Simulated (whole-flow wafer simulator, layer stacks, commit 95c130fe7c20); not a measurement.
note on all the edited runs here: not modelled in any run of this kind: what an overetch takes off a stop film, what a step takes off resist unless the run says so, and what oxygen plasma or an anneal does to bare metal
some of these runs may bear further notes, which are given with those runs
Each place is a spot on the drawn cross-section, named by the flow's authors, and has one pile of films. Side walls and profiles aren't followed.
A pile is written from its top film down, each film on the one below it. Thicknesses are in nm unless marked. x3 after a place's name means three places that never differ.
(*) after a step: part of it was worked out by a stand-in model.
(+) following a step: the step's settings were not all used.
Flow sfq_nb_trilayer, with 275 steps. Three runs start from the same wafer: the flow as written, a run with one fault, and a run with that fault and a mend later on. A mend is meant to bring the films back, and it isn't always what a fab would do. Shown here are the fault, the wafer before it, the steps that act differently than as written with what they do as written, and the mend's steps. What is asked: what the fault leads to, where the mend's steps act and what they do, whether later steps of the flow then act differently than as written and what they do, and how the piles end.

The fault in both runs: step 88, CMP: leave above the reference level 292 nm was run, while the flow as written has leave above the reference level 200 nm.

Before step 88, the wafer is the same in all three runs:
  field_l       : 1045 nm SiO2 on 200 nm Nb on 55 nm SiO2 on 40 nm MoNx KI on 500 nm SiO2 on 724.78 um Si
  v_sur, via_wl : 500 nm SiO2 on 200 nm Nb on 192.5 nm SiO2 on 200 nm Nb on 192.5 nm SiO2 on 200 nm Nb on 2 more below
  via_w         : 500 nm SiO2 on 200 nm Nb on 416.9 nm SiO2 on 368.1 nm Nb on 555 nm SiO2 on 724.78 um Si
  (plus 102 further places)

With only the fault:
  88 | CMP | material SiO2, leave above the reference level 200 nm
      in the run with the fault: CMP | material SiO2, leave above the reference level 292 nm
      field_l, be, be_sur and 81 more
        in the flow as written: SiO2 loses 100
        in the run with the fault: SiO2 loses 8
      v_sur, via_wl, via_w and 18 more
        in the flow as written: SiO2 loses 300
        in the run with the fault: SiO2 loses 208
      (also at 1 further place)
  Steps further on in the flow that do not act as written (4 other steps are not shown; they differ only slightly, by no more than 2% or 0.5 nm, whichever is larger):
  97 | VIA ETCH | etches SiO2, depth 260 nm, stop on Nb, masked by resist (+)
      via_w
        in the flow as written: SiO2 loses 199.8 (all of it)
        in the run with the fault: SiO2 loses 260
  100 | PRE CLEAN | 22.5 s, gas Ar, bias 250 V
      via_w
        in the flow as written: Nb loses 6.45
        in the run with the fault: SiO2 loses 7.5
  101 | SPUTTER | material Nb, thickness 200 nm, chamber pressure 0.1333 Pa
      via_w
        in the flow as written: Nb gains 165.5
        in the run with the fault: Nb gains 152.6 (new film)
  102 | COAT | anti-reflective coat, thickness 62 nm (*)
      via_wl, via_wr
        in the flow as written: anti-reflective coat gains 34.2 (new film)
        in the run with the fault: anti-reflective coat gains 23 (new film)
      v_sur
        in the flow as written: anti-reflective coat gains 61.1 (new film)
        in the run with the fault: anti-reflective coat gains 55.7 (new film)
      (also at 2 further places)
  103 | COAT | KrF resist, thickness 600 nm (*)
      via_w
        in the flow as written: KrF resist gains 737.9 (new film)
        in the run with the fault: KrF resist gains 794 (new film)
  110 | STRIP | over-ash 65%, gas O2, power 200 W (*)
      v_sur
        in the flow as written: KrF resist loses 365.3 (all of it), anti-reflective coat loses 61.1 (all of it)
        in the run with the fault: KrF resist loses 362.3 (all of it), anti-reflective coat loses 55.7 (all of it)
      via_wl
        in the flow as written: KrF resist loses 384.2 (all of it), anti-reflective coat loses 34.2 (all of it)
        in the run with the fault: KrF resist loses 383.9 (all of it), anti-reflective coat loses 23 (all of it)
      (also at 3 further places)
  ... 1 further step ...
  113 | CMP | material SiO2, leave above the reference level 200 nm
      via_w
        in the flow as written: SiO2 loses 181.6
        in the run with the fault: SiO2 loses 157.1
  At field_l, v_sur, via_wl and 103 more, the piles at the end differ from the flow's by more than 2% or 0.5 nm, whichever is larger.
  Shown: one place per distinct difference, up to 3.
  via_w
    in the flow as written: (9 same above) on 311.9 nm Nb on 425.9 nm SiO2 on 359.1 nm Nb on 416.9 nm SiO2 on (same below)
    in the run with the fault: (9 same above) on 311.9 nm Nb on 500.1 nm SiO2 on 152.6 nm Nb on 24.3 nm SiO2 on 200 nm Nb on 416.9 nm SiO2 on (same below)
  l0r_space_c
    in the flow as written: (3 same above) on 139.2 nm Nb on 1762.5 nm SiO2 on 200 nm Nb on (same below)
    in the run with the fault: (3 same above) on 139.2 nm Nb on 1854.5 nm SiO2 on 200 nm Nb on (same below)
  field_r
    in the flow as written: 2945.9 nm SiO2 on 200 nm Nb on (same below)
    in the run with the fault: 3037.9 nm SiO2 on 200 nm Nb on (same below)

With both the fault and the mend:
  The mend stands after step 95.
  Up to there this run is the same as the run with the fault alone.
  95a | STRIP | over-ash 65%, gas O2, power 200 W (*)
      field_l, v_sur, via_wl and 102 more
        KrF resist loses 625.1 (all of it), anti-reflective coat loses 62 (all of it)
      via_w
        anti-reflective coat loses 62 (all of it)
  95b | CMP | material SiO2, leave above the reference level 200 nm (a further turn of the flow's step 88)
      field_l, v_sur, via_wl and 103 more
        SiO2 loses 92
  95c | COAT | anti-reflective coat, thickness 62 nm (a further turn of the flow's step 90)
      field_l, v_sur, via_wl and 103 more
        anti-reflective coat gains 62 (new film)
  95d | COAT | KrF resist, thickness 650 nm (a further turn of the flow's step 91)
      field_l, v_sur, via_wl and 103 more
        KrF resist gains 650 (new film)
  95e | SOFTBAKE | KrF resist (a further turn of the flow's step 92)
      alters no film at any place that is followed
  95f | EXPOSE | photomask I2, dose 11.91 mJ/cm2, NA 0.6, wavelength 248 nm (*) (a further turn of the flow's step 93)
      alters no film at any place that is followed
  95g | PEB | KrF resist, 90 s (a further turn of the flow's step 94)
      field_l, v_sur, via_wl and 103 more
        KrF resist loses 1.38
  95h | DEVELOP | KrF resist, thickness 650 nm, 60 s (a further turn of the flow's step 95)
      field_l, v_sur, via_wl and 102 more
        KrF resist loses 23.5
      via_w
        KrF resist loses 648.6 (all of it)
  Later steps of the flow that are run all act as written at every place that is followed.
  At every place that both follow, the piles at the end match the flow's.
